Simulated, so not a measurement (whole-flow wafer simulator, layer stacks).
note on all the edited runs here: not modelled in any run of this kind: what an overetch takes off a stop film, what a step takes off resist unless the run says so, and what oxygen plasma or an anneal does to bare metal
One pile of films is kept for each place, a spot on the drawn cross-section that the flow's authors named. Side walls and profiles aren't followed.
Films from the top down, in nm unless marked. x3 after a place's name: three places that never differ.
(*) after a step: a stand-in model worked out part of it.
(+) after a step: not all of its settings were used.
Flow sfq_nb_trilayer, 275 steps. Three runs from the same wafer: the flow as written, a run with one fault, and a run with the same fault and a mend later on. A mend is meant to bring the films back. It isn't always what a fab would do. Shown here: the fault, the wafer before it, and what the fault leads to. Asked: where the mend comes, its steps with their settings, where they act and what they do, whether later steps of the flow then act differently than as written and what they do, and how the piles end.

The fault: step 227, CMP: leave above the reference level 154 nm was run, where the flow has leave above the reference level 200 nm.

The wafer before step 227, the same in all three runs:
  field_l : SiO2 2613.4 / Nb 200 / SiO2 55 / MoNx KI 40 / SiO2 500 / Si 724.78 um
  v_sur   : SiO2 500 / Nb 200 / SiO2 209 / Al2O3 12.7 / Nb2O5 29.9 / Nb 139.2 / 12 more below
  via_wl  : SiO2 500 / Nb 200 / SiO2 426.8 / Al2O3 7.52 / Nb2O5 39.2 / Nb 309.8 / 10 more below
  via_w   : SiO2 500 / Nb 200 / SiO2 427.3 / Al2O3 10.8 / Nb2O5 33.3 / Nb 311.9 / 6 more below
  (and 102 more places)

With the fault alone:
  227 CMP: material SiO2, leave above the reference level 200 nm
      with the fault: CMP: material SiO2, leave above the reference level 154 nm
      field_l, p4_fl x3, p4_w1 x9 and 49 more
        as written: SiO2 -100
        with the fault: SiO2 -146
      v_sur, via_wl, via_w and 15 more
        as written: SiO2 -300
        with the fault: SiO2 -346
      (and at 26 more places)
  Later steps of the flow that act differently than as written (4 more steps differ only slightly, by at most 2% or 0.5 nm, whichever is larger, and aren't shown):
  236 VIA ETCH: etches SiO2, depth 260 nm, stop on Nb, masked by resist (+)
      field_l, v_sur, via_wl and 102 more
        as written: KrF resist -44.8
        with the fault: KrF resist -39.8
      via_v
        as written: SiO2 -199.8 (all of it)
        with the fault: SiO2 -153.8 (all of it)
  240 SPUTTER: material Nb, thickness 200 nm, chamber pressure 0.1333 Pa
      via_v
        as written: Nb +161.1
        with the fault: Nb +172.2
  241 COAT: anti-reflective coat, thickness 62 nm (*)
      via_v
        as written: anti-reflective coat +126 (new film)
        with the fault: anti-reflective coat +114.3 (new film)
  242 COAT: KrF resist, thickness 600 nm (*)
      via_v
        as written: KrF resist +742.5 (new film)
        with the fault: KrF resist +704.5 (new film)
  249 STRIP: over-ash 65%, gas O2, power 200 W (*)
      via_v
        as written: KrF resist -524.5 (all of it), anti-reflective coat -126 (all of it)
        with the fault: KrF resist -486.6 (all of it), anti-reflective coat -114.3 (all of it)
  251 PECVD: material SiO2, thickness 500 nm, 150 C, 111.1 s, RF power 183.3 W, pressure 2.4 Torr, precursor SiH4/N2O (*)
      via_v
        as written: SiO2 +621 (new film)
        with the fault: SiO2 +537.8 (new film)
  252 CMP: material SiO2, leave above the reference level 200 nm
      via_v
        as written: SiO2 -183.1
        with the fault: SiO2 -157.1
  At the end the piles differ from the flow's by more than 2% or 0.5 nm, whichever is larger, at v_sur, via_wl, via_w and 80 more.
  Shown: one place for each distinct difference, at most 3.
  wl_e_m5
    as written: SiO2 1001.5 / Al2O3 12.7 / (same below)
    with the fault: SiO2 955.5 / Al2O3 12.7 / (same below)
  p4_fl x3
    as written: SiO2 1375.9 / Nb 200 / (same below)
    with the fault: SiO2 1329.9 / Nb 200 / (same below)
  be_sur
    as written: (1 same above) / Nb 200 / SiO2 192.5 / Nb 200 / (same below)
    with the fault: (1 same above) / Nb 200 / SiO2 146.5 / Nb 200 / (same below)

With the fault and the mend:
  The mend comes after step 234.
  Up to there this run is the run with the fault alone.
  234a STRIP: over-ash 65%, gas O2, power 200 W (*)
      field_l, v_sur, via_wl and 102 more
        KrF resist -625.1 (all of it), anti-reflective coat -62 (all of it)
      via_v
        anti-reflective coat -62 (all of it)
  234b PECVD: material SiO2, thickness 46 nm, 150 C, 10.22 s, RF power 183.3 W, pressure 2.4 Torr, precursor SiH4/N2O (the flow's step 226 once more, with other settings)
      field_l, v_sur, via_wl and 103 more
        SiO2 +46
  234c COAT: anti-reflective coat, thickness 62 nm (the flow's step 229 once more)
      field_l, v_sur, via_wl and 103 more
        anti-reflective coat +62 (new film)
  234d COAT: KrF resist, thickness 650 nm (the flow's step 230 once more)
      field_l, v_sur, via_wl and 103 more
        KrF resist +650 (new film)
  234e SOFTBAKE: KrF resist (the flow's step 231 once more)
      changes no film at any place that is followed
  234f EXPOSE: photomask I6, dose 11.91 mJ/cm2, NA 0.6, wavelength 248 nm (*) (the flow's step 232 once more)
      changes no film at any place that is followed
  234g PEB: KrF resist, 90 s (the flow's step 233 once more)
      field_l, v_sur, via_wl and 103 more
        KrF resist -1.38
  234h DEVELOP: KrF resist, thickness 650 nm, 60 s (the flow's step 234 once more)
      field_l, v_sur, via_wl and 102 more
        KrF resist -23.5
      via_v
        KrF resist -648.6 (all of it)
  No later step of the flow acts differently than as written, at any place that is followed, by more than 2% or 0.5 nm, whichever is larger.
  At the end the piles are the same as the flow's at every place that both follow.
